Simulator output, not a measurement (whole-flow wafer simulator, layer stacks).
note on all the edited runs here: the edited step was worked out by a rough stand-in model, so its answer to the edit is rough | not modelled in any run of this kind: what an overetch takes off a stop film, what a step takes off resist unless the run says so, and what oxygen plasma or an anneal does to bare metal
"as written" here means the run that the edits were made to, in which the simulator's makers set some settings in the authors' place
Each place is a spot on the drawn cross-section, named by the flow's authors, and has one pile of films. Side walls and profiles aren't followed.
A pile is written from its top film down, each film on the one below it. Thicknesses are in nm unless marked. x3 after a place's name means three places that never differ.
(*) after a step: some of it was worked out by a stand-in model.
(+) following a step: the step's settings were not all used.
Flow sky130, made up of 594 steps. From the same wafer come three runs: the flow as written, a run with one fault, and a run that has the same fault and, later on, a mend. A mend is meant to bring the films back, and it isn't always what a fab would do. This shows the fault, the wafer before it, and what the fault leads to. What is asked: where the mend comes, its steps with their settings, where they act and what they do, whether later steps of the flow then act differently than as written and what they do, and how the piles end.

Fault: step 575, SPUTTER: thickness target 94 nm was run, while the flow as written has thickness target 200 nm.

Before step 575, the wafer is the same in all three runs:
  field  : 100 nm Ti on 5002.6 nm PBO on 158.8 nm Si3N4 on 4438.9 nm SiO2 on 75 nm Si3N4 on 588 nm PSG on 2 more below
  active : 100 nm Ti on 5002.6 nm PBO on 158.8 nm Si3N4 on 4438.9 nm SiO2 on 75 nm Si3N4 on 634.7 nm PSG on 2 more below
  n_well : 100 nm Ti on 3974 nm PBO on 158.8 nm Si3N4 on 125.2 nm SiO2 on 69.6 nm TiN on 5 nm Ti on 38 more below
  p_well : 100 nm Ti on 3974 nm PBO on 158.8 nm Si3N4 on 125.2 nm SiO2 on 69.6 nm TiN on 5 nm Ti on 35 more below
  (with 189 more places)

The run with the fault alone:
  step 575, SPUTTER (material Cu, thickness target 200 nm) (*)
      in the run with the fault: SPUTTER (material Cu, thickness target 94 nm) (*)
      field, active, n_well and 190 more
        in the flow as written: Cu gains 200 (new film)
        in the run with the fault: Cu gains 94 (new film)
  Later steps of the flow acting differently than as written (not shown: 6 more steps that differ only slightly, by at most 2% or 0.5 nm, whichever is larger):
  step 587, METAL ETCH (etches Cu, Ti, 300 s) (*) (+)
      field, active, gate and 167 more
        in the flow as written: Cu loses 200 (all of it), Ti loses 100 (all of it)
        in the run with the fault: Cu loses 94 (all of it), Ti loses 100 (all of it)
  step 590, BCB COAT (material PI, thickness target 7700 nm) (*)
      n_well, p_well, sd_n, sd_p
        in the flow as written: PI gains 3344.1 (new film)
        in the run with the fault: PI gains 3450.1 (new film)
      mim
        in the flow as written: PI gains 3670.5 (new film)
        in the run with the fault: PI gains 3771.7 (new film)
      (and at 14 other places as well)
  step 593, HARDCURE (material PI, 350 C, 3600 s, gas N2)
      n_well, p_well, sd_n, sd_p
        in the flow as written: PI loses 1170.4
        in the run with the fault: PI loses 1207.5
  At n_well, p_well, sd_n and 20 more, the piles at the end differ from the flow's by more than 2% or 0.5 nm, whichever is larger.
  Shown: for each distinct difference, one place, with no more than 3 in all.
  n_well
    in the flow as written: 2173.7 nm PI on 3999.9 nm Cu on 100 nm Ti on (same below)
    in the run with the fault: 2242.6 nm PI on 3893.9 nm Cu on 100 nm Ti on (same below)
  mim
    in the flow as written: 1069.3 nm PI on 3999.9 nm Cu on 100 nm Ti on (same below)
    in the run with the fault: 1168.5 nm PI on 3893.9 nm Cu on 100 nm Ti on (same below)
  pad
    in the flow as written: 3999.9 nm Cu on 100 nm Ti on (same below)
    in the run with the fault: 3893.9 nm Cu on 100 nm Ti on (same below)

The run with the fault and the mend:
  The mend stands after step 575.
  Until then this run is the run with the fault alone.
  step 575a, SPUTTER (material Cu, thickness target 106 nm) (*) (the flow's step 575, run once more with other settings)
      field, active, n_well and 190 more
        Cu gains 106
  None of the later steps of the flow acts differently than as written at any place that is followed.
  By the end, the piles equal the flow's at every place that both follow.
